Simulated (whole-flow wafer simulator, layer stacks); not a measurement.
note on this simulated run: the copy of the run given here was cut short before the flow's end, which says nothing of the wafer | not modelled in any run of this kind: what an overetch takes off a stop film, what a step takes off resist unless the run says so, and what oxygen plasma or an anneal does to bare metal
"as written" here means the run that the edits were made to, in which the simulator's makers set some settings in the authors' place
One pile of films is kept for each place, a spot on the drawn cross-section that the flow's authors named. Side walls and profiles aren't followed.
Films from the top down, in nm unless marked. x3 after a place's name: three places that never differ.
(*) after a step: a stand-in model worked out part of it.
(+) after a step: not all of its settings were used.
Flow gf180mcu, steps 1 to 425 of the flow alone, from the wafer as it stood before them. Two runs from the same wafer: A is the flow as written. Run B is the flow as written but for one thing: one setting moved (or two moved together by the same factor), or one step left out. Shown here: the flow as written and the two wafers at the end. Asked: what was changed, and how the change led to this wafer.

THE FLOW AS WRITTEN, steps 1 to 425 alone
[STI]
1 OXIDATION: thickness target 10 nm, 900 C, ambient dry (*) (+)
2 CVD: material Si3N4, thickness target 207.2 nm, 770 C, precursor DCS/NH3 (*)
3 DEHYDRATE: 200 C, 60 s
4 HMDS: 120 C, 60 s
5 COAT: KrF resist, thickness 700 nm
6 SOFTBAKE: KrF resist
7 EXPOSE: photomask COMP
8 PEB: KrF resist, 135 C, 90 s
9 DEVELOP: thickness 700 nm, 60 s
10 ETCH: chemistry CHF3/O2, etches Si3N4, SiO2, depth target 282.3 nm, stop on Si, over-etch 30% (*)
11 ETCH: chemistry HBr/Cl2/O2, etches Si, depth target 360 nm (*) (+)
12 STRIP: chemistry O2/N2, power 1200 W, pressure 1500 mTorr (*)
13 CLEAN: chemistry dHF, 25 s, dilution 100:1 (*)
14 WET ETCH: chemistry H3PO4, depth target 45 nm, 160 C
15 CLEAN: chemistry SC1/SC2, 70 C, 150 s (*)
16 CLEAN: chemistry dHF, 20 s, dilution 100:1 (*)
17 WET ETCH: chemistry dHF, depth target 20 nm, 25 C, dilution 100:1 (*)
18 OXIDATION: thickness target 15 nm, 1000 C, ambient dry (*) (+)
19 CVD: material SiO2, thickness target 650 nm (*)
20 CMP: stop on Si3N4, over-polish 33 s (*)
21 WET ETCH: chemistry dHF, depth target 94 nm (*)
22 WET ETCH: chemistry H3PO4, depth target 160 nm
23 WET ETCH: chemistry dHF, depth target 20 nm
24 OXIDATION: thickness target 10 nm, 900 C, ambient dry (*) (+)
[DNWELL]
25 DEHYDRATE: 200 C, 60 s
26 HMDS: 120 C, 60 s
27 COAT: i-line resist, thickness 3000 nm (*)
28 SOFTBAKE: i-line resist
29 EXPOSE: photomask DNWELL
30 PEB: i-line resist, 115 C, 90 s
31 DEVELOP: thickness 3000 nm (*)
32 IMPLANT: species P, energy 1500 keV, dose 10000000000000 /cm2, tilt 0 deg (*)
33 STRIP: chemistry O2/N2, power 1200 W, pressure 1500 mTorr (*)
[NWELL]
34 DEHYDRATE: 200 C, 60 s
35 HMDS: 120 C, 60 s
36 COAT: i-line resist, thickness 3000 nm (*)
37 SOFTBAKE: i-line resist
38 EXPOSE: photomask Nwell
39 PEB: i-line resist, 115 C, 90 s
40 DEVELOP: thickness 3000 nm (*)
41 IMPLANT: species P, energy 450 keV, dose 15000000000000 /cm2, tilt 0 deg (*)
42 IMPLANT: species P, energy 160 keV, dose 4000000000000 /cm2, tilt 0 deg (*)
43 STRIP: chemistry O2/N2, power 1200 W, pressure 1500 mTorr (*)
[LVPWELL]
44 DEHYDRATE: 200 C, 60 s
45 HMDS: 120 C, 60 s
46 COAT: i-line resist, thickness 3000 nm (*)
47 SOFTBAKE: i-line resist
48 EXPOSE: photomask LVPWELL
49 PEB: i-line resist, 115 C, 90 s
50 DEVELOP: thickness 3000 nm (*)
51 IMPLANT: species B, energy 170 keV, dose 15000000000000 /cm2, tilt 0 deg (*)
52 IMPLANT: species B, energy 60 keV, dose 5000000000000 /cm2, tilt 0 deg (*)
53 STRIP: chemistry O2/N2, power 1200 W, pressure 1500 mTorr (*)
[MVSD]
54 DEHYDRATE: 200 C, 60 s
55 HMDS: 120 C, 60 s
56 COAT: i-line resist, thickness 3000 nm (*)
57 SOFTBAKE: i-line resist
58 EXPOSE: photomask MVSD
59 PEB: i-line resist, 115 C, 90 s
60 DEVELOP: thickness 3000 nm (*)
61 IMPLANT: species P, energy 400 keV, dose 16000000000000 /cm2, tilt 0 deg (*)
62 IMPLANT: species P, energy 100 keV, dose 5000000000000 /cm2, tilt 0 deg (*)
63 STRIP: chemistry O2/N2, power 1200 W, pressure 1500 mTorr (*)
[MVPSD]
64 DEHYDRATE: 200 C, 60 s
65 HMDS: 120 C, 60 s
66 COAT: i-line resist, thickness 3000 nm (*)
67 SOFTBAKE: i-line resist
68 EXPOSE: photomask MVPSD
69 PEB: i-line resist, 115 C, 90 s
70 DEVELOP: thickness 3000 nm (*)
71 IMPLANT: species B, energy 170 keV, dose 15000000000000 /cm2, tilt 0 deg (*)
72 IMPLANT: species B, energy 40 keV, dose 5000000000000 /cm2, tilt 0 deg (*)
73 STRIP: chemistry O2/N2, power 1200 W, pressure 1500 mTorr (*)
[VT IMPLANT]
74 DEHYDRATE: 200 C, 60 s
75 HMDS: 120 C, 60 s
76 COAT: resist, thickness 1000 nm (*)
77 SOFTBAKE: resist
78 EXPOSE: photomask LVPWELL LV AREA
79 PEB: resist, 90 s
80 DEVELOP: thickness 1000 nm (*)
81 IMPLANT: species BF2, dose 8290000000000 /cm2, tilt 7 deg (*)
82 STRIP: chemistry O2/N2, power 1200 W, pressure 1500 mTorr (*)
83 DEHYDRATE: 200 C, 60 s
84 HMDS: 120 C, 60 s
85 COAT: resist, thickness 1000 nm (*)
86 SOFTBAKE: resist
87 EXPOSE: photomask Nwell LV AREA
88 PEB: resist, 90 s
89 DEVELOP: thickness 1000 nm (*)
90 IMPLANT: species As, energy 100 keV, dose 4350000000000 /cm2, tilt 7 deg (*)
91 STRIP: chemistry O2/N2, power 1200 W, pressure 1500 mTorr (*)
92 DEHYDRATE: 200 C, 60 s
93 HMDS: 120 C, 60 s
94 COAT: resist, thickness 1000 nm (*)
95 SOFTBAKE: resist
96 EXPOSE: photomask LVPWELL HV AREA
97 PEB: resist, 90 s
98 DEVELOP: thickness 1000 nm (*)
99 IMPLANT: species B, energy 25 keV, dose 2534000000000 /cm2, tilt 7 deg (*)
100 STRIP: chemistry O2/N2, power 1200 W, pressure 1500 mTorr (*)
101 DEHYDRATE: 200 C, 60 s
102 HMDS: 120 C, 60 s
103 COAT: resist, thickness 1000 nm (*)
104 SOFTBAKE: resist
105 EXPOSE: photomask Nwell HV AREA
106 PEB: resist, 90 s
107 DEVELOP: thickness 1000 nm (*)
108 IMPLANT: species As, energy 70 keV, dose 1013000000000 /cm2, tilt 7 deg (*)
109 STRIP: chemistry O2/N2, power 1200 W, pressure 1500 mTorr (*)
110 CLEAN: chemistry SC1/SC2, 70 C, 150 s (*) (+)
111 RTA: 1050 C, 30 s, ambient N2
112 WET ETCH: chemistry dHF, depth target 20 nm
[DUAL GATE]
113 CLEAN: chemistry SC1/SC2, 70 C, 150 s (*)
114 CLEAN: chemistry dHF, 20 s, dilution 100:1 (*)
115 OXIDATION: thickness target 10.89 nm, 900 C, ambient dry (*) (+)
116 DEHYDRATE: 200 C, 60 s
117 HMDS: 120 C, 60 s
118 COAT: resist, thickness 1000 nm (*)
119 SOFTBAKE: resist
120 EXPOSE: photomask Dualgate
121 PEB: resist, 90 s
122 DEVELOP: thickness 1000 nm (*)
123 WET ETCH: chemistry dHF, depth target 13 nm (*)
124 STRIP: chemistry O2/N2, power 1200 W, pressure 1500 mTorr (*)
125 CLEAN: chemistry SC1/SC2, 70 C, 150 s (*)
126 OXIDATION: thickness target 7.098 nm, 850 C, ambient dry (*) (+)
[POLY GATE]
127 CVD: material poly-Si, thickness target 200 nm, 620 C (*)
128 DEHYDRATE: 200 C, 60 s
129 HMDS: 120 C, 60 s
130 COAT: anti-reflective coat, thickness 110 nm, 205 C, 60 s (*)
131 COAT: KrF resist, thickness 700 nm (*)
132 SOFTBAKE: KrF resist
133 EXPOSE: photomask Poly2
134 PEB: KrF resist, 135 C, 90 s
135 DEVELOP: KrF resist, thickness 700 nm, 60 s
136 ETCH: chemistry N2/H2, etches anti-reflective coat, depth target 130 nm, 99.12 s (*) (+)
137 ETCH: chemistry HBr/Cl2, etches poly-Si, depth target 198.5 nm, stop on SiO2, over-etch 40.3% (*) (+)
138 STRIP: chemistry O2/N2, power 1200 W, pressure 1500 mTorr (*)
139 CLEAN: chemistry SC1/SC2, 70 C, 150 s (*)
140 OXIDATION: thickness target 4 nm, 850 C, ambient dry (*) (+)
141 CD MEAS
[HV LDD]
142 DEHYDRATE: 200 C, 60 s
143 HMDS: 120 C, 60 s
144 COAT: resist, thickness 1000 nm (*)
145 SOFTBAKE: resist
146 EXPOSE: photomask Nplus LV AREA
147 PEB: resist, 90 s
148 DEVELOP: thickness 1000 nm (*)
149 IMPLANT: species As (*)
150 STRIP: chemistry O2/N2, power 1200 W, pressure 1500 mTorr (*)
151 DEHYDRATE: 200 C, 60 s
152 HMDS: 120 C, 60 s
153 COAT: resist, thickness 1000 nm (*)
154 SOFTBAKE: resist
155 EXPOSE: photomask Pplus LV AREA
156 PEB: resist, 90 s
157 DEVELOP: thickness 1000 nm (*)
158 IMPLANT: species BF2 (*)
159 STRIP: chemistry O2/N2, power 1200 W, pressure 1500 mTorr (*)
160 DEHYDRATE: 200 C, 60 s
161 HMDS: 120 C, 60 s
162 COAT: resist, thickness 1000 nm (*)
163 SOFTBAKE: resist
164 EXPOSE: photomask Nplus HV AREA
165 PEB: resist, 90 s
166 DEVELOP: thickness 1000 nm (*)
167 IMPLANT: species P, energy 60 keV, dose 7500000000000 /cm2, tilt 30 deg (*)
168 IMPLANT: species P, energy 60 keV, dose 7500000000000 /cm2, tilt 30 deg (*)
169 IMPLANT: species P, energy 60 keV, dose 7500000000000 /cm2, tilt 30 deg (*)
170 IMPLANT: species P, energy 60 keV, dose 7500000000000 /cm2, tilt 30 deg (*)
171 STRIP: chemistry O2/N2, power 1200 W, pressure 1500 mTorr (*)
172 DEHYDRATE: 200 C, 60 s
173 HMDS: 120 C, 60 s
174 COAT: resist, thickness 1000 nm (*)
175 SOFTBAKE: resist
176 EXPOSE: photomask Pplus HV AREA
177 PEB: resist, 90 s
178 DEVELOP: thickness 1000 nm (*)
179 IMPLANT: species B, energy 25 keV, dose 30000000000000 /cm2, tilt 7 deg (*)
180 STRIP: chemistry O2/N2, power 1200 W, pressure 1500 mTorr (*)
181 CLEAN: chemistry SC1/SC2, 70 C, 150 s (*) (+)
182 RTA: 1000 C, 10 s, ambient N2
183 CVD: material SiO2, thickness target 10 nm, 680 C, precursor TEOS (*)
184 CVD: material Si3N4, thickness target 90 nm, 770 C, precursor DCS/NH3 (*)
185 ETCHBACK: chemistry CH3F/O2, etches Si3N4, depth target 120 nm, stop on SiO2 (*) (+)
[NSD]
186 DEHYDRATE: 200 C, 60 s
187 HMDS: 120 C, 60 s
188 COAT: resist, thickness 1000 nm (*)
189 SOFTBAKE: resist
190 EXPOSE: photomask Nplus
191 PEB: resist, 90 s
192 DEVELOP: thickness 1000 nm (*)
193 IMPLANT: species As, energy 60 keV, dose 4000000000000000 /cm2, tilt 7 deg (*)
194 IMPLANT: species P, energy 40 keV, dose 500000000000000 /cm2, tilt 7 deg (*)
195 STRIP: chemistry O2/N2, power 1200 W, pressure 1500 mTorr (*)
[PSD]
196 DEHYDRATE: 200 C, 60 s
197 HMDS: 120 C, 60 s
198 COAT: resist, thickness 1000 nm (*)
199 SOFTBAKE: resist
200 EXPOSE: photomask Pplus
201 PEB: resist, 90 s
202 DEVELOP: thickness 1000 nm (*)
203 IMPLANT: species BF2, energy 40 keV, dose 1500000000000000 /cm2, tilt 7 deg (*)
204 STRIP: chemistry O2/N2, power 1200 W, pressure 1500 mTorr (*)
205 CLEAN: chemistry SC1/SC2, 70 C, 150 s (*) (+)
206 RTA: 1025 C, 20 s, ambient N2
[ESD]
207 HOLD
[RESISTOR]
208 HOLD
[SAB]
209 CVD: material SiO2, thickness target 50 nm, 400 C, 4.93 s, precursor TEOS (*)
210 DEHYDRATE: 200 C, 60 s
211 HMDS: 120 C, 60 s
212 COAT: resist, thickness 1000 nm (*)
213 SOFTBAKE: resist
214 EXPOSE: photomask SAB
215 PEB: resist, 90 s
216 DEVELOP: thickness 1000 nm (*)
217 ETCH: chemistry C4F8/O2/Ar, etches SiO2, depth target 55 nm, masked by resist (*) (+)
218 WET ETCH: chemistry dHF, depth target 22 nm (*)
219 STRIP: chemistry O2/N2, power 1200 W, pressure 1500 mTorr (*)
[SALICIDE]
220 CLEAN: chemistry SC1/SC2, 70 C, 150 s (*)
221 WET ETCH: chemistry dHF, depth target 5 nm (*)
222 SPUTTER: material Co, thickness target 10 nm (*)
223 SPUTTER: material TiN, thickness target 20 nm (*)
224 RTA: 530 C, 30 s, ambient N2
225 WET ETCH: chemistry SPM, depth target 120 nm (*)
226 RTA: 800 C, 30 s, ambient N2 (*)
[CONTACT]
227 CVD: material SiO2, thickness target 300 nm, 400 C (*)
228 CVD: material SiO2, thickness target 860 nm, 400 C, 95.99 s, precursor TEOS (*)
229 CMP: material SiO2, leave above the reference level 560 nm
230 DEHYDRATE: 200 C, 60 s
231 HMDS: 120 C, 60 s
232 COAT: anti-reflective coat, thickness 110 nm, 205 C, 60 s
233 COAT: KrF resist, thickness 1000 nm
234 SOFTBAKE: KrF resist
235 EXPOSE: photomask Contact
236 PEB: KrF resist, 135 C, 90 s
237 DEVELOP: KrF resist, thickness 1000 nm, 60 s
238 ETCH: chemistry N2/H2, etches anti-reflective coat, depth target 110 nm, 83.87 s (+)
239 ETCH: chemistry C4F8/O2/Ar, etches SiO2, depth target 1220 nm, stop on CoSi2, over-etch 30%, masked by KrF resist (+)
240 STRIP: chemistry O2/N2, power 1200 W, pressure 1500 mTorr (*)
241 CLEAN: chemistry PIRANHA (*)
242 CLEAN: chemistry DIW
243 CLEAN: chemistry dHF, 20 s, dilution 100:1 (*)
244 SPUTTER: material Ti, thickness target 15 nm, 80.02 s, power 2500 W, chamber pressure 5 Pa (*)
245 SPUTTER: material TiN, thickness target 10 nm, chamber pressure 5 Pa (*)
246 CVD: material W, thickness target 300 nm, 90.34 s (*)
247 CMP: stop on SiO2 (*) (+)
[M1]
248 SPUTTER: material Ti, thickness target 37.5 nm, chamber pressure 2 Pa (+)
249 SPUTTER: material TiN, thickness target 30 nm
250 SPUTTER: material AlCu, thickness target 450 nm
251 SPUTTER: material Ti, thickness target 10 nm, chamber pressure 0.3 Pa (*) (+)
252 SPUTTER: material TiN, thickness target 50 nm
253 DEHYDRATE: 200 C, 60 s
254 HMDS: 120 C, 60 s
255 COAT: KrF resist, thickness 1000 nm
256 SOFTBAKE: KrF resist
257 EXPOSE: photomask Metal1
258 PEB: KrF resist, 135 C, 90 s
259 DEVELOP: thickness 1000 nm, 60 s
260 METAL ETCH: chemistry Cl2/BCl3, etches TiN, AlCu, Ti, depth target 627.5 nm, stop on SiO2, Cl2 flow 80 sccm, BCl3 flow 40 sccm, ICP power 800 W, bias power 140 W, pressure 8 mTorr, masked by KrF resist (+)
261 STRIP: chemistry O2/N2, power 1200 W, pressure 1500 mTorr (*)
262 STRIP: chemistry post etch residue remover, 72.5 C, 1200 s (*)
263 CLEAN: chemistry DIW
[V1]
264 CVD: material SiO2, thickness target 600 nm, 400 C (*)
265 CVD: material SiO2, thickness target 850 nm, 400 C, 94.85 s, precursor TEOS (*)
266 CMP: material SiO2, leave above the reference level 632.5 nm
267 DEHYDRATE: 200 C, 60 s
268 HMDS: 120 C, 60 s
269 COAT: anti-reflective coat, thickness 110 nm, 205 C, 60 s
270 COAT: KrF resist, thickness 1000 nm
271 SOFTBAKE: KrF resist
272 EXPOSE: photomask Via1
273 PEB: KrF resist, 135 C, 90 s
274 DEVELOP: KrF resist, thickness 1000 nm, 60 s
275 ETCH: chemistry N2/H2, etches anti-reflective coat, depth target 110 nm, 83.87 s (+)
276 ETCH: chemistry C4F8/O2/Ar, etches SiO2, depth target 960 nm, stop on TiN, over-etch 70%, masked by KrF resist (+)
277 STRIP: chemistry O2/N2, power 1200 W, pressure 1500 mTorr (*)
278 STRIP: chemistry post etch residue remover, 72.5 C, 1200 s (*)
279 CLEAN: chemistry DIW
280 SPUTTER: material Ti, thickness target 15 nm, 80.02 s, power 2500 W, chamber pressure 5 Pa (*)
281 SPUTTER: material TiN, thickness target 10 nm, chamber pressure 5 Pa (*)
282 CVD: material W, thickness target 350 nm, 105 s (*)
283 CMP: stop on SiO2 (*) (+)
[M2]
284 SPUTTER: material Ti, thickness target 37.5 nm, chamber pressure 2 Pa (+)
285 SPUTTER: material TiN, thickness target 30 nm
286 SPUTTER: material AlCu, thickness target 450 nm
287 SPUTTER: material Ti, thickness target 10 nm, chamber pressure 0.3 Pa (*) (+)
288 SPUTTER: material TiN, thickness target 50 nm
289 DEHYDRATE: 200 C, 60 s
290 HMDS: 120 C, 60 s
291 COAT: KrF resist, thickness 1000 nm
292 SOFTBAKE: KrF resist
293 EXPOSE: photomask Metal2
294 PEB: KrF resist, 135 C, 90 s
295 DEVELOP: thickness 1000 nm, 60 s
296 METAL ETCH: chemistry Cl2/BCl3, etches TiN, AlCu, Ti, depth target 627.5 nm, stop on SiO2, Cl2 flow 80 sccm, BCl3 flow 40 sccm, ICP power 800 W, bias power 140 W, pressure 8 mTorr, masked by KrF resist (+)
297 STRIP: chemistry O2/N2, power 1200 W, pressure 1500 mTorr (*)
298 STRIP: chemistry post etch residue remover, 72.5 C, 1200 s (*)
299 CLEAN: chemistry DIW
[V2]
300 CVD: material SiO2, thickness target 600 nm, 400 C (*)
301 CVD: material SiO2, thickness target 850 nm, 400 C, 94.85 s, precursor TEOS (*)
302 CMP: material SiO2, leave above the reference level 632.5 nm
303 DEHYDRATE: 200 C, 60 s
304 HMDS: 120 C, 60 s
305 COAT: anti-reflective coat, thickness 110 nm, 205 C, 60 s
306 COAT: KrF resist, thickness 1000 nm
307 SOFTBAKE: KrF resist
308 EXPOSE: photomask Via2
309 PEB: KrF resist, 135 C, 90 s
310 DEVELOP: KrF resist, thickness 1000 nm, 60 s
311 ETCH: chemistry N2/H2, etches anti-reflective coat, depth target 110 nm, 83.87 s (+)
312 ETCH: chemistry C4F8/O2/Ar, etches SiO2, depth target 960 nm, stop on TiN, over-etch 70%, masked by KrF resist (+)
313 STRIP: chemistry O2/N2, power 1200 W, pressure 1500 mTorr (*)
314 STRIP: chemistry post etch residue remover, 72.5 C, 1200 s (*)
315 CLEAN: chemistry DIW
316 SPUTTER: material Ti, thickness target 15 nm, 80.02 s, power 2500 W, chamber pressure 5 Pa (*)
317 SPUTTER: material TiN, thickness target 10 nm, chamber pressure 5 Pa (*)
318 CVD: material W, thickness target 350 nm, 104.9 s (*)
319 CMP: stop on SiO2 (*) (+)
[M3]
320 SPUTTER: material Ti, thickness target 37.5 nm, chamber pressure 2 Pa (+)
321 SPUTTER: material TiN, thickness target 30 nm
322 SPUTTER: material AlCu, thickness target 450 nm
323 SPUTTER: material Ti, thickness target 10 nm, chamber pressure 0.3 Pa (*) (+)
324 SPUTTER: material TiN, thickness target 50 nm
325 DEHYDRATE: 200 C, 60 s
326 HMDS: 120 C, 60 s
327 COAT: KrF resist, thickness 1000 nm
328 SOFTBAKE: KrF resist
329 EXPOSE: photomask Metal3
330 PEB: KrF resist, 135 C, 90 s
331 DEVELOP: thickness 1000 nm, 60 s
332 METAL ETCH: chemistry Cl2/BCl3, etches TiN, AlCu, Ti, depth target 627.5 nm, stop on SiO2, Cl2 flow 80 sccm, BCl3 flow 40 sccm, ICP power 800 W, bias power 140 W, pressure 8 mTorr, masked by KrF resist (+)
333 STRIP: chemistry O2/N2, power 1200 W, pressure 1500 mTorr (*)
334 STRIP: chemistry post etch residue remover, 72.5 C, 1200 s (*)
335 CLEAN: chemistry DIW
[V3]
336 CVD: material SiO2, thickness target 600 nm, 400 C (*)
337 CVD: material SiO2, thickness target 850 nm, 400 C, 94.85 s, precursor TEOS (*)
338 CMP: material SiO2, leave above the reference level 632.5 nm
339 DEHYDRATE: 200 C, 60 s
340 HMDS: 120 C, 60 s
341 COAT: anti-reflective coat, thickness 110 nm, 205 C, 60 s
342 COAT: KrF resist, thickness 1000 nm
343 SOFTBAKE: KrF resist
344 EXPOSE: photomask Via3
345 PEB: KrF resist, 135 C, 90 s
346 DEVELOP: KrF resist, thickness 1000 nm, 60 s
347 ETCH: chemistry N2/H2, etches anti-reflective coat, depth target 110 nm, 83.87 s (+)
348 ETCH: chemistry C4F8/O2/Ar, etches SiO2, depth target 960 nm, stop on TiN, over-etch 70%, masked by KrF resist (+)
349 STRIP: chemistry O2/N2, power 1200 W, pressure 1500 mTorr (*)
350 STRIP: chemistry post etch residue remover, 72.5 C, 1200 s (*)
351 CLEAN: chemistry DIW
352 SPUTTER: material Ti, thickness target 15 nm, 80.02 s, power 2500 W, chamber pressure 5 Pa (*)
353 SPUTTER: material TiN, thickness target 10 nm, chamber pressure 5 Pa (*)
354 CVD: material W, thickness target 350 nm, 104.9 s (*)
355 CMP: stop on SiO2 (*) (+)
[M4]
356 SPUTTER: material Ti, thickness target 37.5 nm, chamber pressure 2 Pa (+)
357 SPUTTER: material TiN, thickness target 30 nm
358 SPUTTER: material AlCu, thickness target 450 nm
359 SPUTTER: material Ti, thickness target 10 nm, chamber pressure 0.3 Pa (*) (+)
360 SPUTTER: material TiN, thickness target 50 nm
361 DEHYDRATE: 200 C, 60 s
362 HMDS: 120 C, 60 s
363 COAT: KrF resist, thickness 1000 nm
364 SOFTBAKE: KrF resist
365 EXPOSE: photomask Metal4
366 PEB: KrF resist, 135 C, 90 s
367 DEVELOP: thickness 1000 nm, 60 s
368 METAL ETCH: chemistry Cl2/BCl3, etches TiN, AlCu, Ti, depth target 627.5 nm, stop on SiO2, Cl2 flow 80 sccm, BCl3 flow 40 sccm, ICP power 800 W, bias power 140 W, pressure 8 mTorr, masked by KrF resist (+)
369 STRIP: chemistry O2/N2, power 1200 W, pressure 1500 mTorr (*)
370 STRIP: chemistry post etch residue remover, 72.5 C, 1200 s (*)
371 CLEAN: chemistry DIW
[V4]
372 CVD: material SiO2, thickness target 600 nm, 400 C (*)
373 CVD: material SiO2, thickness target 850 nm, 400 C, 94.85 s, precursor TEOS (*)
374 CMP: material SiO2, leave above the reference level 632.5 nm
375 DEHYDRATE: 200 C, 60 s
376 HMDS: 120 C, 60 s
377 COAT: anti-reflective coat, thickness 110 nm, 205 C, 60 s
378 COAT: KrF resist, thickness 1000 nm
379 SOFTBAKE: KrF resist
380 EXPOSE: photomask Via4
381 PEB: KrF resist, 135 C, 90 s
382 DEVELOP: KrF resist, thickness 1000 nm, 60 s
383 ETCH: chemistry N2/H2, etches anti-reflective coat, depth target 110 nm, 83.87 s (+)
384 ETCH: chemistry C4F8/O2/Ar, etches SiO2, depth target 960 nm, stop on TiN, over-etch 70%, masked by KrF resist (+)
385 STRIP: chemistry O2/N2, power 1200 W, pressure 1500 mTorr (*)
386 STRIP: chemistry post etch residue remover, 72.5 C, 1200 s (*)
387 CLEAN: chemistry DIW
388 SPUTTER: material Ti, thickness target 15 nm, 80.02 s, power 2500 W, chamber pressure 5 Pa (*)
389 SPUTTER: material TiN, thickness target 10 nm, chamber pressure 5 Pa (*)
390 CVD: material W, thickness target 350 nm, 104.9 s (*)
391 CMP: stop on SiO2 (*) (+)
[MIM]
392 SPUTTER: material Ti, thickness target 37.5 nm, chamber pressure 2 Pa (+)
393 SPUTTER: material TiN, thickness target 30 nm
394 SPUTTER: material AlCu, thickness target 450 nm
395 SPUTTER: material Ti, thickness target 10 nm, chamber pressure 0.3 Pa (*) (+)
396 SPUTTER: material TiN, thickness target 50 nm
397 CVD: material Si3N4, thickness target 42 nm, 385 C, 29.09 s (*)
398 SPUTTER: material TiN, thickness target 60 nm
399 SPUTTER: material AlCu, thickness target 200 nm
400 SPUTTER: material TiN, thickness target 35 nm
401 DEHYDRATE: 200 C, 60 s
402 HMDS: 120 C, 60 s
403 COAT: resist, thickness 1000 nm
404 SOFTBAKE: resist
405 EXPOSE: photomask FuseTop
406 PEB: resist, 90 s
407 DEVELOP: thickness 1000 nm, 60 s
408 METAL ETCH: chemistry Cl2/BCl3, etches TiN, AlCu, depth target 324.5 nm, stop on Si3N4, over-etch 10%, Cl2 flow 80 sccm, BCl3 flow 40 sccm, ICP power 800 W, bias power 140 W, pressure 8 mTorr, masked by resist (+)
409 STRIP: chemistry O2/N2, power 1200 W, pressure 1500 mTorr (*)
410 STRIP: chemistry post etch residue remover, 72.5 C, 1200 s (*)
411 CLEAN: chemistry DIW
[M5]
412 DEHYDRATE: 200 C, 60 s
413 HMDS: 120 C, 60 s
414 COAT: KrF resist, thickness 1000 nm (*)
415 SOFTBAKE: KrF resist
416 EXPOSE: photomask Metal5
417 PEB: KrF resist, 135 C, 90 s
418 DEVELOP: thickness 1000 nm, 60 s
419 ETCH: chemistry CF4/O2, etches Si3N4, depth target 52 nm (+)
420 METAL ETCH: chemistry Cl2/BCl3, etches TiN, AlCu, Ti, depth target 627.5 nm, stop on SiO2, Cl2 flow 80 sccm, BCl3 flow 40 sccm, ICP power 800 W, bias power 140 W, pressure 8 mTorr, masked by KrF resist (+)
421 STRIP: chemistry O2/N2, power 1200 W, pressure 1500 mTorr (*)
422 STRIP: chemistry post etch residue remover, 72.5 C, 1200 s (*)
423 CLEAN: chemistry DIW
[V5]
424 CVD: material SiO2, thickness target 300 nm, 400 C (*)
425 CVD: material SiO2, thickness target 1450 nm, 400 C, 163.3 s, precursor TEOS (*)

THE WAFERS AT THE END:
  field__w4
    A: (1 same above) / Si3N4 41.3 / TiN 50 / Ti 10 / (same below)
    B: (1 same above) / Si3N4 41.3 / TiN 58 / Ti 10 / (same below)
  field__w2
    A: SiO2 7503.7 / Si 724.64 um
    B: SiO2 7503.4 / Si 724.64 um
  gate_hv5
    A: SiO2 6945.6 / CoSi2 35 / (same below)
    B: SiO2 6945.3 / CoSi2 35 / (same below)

The cause: step 396, SPUTTER: thickness target 58 nm was run, where the flow has thickness target 50 nm.
It can be read off the wafer: field__w4 has TiN 58, and step 396 as written asks for 50 nm.

How the change led to this, step by step:
  396 SPUTTER: material TiN, thickness target 50 nm
      field, field__w1, field__w2 and 108 more: A TiN +50 (new film) | B TiN +58 (new film)
  420 METAL ETCH: chemistry Cl2/BCl3, etches TiN, AlCu, Ti, depth target 627.5 nm, stop on SiO2, Cl2 flow 80 sccm, BCl3 flow 40 sccm, ICP power 800 W, bias power 140 W, pressure 8 mTorr, masked by KrF resist (+)
      field, field__w1, field__w2 and 101 more: A TiN -48.6 (all of it), Ti -10 (all of it), AlCu -450 (all of it), TiN -30 (all of it), Ti -37.5 (all of it) | B TiN -56.6 (all of it), Ti -10 (all of it), AlCu -450 (all of it), TiN -30 (all of it), Ti -37.5 (all of it)
